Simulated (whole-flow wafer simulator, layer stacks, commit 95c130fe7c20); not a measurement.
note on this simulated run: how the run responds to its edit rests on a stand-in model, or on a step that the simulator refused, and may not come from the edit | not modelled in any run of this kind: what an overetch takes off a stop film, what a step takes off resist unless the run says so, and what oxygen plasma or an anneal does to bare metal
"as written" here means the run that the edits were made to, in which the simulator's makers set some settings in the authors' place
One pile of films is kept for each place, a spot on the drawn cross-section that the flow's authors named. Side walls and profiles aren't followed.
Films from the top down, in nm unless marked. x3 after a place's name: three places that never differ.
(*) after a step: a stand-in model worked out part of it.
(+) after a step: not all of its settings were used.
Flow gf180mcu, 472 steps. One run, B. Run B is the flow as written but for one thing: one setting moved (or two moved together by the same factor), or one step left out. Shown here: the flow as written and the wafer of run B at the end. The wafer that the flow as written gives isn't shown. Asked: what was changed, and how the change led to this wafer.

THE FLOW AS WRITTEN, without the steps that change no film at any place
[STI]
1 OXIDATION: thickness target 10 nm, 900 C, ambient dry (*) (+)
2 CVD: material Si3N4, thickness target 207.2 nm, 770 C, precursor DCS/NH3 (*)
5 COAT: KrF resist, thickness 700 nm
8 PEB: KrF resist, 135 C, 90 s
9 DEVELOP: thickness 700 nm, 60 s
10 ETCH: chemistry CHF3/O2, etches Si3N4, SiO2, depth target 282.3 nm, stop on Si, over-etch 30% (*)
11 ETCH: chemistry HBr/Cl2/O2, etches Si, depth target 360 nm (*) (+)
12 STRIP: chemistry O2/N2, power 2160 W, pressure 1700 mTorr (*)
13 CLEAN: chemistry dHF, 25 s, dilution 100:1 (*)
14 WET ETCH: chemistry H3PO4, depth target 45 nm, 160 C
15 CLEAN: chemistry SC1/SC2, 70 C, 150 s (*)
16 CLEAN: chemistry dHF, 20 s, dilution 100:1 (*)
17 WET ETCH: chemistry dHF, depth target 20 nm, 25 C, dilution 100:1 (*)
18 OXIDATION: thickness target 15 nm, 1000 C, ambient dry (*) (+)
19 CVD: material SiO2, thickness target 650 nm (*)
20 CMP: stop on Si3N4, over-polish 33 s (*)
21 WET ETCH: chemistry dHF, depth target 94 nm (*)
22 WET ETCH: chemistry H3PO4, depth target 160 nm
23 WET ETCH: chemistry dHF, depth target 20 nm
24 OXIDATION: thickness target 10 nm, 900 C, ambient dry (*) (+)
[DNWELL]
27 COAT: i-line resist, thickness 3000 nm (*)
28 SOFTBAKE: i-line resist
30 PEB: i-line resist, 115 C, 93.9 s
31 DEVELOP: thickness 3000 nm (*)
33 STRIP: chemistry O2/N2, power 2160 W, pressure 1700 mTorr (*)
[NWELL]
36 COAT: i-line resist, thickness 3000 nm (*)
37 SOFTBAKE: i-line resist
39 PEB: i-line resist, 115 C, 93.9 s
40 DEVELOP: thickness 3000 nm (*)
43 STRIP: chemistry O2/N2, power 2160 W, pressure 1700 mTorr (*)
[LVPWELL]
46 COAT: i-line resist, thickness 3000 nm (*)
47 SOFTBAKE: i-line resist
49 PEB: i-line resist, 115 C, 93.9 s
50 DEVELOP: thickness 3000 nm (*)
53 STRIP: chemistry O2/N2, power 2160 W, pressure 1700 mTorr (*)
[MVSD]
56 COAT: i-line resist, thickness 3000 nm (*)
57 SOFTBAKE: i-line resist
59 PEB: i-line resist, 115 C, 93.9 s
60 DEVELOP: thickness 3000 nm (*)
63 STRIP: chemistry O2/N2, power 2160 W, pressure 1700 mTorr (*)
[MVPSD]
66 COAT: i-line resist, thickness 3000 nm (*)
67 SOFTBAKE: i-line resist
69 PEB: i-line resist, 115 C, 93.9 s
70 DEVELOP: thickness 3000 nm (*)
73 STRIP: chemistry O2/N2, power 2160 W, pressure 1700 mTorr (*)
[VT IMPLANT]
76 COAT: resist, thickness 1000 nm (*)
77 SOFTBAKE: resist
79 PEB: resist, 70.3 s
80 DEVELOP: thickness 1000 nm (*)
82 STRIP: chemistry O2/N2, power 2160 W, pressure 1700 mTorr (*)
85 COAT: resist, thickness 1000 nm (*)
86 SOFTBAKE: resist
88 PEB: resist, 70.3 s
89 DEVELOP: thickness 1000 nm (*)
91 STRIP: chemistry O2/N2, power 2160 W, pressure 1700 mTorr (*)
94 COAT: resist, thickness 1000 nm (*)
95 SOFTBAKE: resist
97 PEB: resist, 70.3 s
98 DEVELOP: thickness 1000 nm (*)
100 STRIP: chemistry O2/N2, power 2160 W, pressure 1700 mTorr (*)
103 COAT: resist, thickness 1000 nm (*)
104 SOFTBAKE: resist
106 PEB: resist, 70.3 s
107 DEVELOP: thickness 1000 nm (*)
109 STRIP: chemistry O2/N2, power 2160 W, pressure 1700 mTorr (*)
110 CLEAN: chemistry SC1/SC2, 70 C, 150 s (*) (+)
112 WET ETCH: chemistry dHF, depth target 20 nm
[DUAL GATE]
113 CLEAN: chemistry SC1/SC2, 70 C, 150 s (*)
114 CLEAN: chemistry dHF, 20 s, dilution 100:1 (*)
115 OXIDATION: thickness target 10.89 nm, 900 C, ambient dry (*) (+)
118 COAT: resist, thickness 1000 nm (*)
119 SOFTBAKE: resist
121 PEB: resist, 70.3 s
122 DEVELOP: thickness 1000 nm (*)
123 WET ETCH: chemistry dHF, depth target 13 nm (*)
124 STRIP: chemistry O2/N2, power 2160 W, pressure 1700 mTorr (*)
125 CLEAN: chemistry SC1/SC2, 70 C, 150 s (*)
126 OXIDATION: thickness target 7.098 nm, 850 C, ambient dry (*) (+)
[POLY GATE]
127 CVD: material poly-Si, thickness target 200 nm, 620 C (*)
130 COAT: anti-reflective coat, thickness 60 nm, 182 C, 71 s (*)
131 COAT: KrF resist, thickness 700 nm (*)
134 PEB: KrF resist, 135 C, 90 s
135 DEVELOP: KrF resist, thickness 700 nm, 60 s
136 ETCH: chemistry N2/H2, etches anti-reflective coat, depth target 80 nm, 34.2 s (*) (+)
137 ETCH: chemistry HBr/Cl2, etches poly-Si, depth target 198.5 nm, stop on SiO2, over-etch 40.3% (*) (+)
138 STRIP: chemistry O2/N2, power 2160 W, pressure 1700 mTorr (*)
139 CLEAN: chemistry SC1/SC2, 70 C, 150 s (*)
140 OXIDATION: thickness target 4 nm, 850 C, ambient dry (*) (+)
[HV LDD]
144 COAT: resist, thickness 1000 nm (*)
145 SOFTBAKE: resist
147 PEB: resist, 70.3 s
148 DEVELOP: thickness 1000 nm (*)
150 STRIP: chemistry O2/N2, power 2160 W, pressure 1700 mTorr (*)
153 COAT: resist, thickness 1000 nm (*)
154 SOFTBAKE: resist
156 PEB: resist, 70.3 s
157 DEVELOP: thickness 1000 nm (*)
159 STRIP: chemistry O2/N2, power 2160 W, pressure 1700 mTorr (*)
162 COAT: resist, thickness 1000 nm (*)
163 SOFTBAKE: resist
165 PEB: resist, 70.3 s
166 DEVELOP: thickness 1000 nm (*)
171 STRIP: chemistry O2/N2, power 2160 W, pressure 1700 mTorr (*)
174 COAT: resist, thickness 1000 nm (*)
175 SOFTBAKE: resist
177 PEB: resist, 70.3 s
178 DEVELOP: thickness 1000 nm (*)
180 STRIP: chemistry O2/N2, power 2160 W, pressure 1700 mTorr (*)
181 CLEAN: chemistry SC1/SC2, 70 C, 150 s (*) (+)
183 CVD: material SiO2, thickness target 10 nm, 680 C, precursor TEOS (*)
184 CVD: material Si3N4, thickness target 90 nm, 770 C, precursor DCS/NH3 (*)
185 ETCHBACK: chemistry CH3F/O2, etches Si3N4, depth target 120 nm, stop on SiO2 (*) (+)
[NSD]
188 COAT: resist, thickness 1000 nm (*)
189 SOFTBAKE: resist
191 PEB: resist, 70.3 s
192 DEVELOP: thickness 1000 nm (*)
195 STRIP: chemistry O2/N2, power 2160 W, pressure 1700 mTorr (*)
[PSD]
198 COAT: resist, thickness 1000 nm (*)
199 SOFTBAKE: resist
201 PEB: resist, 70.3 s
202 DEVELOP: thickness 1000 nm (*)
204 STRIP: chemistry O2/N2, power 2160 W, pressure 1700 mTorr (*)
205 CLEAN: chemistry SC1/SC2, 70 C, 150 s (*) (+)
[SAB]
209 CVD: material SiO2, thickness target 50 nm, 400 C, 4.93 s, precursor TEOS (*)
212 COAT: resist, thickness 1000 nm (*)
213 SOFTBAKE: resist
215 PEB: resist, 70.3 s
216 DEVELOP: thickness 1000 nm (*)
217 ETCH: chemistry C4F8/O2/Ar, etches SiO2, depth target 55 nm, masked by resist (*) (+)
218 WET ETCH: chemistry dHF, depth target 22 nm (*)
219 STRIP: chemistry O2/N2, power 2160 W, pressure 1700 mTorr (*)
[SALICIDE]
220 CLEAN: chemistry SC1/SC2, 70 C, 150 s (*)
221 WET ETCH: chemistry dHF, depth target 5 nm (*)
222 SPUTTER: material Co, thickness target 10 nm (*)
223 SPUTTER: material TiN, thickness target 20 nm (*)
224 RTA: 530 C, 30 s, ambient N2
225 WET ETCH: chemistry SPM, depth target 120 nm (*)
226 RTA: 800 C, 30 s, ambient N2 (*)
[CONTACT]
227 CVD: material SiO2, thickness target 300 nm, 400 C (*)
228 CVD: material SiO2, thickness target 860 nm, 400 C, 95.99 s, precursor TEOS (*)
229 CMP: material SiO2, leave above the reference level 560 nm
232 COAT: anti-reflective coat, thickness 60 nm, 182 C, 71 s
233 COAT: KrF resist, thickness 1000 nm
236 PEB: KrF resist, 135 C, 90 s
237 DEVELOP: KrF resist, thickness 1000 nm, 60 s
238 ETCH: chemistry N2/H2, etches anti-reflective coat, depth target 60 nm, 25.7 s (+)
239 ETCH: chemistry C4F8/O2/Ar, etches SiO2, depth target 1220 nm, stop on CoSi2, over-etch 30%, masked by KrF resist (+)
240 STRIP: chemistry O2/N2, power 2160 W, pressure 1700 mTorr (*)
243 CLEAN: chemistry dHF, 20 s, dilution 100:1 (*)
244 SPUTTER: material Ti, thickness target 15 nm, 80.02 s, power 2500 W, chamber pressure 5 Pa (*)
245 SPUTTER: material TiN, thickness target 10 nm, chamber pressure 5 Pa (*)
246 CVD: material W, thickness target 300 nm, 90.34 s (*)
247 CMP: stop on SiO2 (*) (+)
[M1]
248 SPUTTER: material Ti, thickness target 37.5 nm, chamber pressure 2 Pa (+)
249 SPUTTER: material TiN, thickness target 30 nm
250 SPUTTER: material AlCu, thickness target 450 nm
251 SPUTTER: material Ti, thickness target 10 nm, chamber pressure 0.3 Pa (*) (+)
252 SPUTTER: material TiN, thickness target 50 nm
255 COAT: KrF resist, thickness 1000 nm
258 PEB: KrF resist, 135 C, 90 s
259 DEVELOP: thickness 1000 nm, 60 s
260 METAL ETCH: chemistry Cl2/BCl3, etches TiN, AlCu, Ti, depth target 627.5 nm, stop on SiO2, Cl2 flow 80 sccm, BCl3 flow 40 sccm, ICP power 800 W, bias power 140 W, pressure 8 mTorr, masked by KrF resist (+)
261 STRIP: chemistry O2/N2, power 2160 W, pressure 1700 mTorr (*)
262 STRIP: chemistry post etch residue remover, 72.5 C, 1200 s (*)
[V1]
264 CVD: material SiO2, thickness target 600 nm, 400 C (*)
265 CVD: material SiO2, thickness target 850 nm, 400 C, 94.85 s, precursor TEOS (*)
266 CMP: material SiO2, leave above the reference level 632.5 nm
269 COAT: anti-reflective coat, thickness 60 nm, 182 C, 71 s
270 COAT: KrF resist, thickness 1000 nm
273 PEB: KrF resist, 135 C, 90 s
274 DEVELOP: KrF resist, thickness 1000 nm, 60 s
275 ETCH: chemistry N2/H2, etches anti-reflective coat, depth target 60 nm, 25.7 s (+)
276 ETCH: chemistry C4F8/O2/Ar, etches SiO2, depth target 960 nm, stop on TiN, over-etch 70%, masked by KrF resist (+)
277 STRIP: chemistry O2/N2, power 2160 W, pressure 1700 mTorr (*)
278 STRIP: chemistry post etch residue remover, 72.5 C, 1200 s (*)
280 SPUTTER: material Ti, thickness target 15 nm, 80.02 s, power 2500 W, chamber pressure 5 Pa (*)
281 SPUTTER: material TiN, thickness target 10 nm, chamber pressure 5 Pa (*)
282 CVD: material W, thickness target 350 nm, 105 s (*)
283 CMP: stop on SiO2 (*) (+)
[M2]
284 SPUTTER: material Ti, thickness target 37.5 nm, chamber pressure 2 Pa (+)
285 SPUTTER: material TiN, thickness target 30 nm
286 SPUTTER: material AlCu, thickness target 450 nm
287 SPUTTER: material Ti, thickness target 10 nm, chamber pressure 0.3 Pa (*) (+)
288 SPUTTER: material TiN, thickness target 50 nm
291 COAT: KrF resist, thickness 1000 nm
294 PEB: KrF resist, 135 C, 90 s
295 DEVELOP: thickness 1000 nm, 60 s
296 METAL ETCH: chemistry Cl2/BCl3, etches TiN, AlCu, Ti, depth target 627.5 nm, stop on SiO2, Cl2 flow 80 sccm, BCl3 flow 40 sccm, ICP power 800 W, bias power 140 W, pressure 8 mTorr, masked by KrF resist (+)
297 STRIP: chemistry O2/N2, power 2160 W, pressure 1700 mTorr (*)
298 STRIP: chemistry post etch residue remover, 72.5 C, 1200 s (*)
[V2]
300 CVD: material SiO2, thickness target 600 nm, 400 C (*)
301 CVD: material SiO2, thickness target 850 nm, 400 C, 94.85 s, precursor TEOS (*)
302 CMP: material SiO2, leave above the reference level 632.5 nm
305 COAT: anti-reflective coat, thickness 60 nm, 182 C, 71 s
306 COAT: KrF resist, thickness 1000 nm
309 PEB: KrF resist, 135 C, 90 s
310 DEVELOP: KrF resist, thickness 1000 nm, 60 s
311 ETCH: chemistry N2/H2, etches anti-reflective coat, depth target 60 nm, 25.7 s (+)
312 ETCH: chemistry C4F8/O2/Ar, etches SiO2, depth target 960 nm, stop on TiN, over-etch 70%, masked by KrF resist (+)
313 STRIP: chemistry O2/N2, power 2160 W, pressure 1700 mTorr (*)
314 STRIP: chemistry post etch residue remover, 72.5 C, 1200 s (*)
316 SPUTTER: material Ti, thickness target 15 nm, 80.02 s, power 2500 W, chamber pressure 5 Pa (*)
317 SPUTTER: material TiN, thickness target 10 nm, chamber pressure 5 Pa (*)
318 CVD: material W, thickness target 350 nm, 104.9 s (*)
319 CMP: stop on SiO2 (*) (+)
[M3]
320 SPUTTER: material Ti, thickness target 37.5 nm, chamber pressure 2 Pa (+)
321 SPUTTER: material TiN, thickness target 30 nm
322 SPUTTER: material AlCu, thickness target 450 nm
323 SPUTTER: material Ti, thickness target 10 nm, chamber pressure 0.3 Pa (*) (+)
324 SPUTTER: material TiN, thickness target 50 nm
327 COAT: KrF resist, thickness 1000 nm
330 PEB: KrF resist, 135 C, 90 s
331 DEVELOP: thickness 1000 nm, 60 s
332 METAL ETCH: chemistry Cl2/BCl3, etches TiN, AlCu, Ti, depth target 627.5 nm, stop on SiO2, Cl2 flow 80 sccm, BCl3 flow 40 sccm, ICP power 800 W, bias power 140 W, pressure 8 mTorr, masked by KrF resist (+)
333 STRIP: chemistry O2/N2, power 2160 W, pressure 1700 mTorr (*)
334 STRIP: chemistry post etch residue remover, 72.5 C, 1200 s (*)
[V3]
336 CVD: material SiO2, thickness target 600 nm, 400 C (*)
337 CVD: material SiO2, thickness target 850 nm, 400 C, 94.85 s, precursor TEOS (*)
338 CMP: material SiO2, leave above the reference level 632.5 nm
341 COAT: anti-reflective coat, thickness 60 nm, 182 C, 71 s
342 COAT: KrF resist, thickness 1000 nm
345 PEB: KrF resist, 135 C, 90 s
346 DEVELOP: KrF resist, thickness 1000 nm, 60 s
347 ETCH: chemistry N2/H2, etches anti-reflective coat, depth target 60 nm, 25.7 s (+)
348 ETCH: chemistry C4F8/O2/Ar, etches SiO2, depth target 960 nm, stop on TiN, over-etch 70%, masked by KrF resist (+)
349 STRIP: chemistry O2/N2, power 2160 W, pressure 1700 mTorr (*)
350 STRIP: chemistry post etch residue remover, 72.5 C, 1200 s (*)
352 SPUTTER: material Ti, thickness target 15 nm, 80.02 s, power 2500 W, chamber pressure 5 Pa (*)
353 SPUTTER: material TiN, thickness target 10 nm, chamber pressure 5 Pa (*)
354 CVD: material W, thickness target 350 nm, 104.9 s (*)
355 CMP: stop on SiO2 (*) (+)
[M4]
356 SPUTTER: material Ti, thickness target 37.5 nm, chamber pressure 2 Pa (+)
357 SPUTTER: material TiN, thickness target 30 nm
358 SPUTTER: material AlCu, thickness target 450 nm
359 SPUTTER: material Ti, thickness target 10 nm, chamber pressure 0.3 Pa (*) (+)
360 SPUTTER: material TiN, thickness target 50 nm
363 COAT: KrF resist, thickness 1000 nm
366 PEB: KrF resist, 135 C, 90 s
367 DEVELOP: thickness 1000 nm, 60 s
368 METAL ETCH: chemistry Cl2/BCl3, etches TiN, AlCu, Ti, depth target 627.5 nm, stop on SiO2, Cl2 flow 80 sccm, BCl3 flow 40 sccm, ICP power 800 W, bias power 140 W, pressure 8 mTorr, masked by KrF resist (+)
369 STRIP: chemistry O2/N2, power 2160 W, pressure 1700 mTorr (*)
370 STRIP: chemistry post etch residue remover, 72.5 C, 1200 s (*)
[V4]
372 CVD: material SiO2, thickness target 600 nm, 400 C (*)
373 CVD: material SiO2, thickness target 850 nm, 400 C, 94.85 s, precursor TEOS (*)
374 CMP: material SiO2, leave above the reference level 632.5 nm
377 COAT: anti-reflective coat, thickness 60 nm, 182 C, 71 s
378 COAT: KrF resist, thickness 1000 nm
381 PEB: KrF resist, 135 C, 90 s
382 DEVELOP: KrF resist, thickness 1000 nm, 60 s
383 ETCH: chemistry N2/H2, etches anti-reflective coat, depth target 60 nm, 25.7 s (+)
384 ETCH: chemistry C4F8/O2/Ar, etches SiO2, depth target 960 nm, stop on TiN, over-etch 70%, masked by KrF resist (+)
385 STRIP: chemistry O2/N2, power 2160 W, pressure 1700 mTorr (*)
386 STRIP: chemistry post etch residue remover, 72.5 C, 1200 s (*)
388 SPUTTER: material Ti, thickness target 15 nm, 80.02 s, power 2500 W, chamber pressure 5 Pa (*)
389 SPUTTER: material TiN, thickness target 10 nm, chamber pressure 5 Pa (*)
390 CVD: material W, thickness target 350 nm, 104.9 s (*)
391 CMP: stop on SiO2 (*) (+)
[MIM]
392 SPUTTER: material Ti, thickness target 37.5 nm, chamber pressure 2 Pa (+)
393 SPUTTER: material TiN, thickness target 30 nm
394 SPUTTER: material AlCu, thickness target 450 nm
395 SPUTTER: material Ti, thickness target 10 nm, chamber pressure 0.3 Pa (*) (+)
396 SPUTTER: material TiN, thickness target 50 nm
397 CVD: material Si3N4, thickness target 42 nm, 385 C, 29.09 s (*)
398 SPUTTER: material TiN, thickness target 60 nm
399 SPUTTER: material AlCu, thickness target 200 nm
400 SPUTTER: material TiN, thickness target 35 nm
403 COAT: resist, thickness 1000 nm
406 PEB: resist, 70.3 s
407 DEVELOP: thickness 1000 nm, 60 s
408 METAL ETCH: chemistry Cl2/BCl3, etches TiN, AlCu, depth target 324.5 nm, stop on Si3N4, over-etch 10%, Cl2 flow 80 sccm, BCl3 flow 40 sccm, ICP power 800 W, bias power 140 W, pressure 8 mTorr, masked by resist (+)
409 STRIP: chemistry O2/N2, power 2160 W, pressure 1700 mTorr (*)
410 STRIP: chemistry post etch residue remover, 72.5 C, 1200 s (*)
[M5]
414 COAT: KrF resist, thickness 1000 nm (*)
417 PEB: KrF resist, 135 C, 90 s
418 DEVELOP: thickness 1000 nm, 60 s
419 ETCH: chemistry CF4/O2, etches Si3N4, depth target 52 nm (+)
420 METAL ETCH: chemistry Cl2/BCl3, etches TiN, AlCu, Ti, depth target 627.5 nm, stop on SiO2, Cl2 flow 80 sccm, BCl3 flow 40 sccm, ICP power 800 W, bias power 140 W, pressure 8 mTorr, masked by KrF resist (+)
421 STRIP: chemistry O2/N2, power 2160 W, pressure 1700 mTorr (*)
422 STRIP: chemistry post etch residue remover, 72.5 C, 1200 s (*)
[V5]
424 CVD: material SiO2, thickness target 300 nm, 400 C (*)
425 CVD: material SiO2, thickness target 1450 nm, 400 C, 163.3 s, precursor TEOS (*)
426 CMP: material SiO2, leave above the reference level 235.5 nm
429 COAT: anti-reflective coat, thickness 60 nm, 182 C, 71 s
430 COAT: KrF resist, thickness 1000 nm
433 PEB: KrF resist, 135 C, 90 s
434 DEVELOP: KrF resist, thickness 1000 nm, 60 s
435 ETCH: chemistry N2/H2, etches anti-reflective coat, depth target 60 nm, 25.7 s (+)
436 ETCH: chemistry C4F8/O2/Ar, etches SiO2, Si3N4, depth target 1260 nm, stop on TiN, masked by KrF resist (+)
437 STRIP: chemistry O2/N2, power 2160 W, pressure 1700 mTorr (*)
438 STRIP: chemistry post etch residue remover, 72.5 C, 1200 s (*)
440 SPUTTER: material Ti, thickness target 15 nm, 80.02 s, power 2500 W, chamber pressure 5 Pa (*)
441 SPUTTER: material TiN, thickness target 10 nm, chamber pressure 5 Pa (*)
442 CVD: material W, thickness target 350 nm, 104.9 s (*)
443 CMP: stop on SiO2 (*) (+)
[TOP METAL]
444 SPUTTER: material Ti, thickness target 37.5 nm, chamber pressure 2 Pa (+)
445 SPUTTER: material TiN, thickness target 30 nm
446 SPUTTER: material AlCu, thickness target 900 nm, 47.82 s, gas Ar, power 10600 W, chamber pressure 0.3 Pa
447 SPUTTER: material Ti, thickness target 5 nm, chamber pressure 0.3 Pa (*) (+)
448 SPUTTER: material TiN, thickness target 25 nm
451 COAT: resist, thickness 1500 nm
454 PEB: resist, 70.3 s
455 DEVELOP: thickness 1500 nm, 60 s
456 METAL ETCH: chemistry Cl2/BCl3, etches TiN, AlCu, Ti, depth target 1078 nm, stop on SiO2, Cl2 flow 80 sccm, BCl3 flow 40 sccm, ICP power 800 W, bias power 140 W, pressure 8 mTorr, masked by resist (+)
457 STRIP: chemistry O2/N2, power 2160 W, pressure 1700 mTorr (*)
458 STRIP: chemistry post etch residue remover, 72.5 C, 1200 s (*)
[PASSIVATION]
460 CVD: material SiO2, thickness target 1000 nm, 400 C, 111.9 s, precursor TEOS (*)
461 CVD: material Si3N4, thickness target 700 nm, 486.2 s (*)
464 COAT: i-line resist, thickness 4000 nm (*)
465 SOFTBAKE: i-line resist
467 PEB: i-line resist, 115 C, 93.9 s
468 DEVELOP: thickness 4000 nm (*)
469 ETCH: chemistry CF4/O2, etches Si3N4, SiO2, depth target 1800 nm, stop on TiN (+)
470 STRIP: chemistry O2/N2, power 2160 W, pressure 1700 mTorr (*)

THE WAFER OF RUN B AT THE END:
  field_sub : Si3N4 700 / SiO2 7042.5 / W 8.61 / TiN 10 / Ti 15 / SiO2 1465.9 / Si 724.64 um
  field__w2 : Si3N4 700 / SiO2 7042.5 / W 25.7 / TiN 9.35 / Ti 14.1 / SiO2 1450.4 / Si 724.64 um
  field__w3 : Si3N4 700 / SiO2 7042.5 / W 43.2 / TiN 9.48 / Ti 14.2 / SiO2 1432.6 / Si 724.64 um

The cause: step 229, CMP: leave above the reference level 879 nm was run, where the flow has leave above the reference level 560 nm.

How the change led to this, step by step:
  229 CMP: material SiO2, leave above the reference level 560 nm
      ldn_sep__w1, ldn_sep__w2, ldn_dft and 8 more: nothing (as written it would be: SiO2 -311)
      active, p_well, sd_n, iso_ptap_pw, iso_ntap_nw, iso_ptap_sub, vpnp_e: nothing (as written it would be: SiO2 -299.9)
      (and at 93 more places)
  232 COAT: anti-reflective coat, thickness 60 nm, 182 C, 71 s
      field__w11, sti, mim_1p0, pad, dice_street: anti-reflective coat +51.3 (new film) (as written it would be: anti-reflective coat +60 (new film))
      field__w10, ldn_tap, ldp_gr: anti-reflective coat +67.5 (new film) (as written it would be: anti-reflective coat +60 (new film))
      (and at 82 more places)
  233 COAT: KrF resist, thickness 1000 nm
      mim: KrF resist +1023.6 (new film) (as written it would be: KrF resist +1000 (new film))
  238 ETCH: chemistry N2/H2, etches anti-reflective coat, depth target 60 nm, 25.7 s (+)
      contact: anti-reflective coat -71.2 (all of it), SiO2 -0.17 (as written it would be: anti-reflective coat -60 (all of it), SiO2 -0.46)
      polyc_n: anti-reflective coat -40.3 (all of it), SiO2 -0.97 (as written it would be: anti-reflective coat -60 (all of it), SiO2 -0.46)
      (and at 1 more place)
  239 ETCH: chemistry C4F8/O2/Ar, etches SiO2, depth target 1220 nm, stop on CoSi2, over-etch 30%, masked by KrF resist (+)
      field, field__w1, field__w2 and 105 more: KrF resist -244 (as written it would be: KrF resist -223.5)
      contact: SiO2 -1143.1 (all of it) (as written it would be: SiO2 -859.5 (all of it))
      (and at 2 more places)
  240 STRIP: chemistry O2/N2, power 2160 W, pressure 1700 mTorr (*)
      sti, mim_1p0, pad, dice_street: KrF resist -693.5 (all of it), anti-reflective coat -51.3 (all of it) (as written it would be: KrF resist -707.7 (all of it), anti-reflective coat -60 (all of it))
      p_well, sd_n: KrF resist -693.5 (all of it), anti-reflective coat -48.2 (all of it) (as written it would be: KrF resist -707.7 (all of it), anti-reflective coat -60 (all of it))
      (and at 102 more places)
  244 SPUTTER: material Ti, thickness target 15 nm, 80.02 s, power 2500 W, chamber pressure 5 Pa (*)
      field__w3, field__w12: Ti +14.2 (new film) (as written it would be: Ti +15 (new film))
      field__w2: Ti +14.1 (new film) (as written it would be: Ti +15 (new film))
      (and at 1 more place)
  245 SPUTTER: material TiN, thickness target 10 nm, chamber pressure 5 Pa (*)
      field__w3, field__w12: TiN +9.48 (new film) (as written it would be: TiN +10 (new film))
      field__w2: TiN +9.35 (new film) (as written it would be: TiN +10 (new film))
      (and at 1 more place)
  246 CVD: material W, thickness target 300 nm, 90.34 s (*)
      polyc_n, polyc_p: W +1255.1 (new film) (as written it would be: W +936.1 (new film))
      field__w12: W +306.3 (new film) (as written it would be: W +300 (new film))
      (and at 1 more place)
  247 CMP: stop on SiO2 (*) (+)
      ldn_sep, ldn_sep__w2, ldn_fld and 9 more: W -300 (all of it), TiN -10 (all of it), Ti -15 (all of it) (as written it would be: W -300 (all of it), TiN -10 (all of it), Ti -15 (all of it), SiO2 -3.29)
      active, p_well, sd_n, iso_ptap_pw, iso_ntap_nw, iso_ptap_sub, vpnp_e: W -300 (all of it), TiN -10 (all of it), Ti -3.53 (as written it would be: W -300 (all of it), TiN -10 (all of it), Ti -15 (all of it), SiO2 -3.29)
      (and at 90 more places)
  248 SPUTTER: material Ti, thickness target 37.5 nm, chamber pressure 2 Pa (+)
      field_sub__w4, active, p_well and 24 more: Ti +37.5 (as written it would be: Ti +37.5 (new film))
  260 METAL ETCH: chemistry Cl2/BCl3, etches TiN, AlCu, Ti, depth target 627.5 nm, stop on SiO2, Cl2 flow 80 sccm, BCl3 flow 40 sccm, ICP power 800 W, bias power 140 W, pressure 8 mTorr, masked by KrF resist (+)
      field__w2, field__w3, field__w6 and 10 more: TiN -50 (all of it), Ti -10 (all of it), AlCu -450 (all of it), TiN -30 (all of it), Ti -37.5 (all of it), W -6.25 (as written it would be: TiN -50 (all of it), Ti -10 (all of it), AlCu -450 (all of it), TiN -30 (all of it), Ti -37.5 (all of it))
      field: TiN -50 (all of it), Ti -10 (all of it), AlCu -450 (all of it), TiN -30 (all of it), Ti -37.5 (all of it), TiN -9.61 (all of it), Ti -15 (all of it) (as written it would be: TiN -50 (all of it), Ti -10 (all of it), AlCu -450 (all of it), TiN -30 (all of it), Ti -37.5 (all of it))
      (and at 36 more places)
  262 STRIP: chemistry post etch residue remover, 72.5 C, 1200 s (*)
      field__w2, field__w3, field__w6 and 7 more: W -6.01 (as written it would be: nothing)
      ld_drn_n: W -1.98 (all of it), TiN -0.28 (as written it would be: nothing)
      (and at 2 more places)
  264 CVD: material SiO2, thickness target 600 nm, 400 C (*)
      field__w2, field__w3, field__w6 and 14 more: SiO2 +600 (new film) (as written it would be: SiO2 +600)
      ld_drift_n: SiO2 +614.8 (as written it would be: SiO2 +600)
  266 CMP: material SiO2, leave above the reference level 632.5 nm
      field__w2, field__w3, field__w6 and 9 more: SiO2 -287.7 (as written it would be: SiO2 -300)
      active, p_well, sd_n, iso_ptap_pw, iso_ntap_nw, iso_ptap_sub, vpnp_e: SiO2 -288.5 (as written it would be: SiO2 -300)
      (and at 31 more places)
Counting metal films that touch as one body, field_sub has 1 body; the flow as written gives 0 bodies.
Counting metal films that touch as one body, field__w2 has 1 body; the flow as written gives 0 bodies.
Counting metal films that touch as one body, field__w3 has 1 body; the flow as written gives 0 bodies.
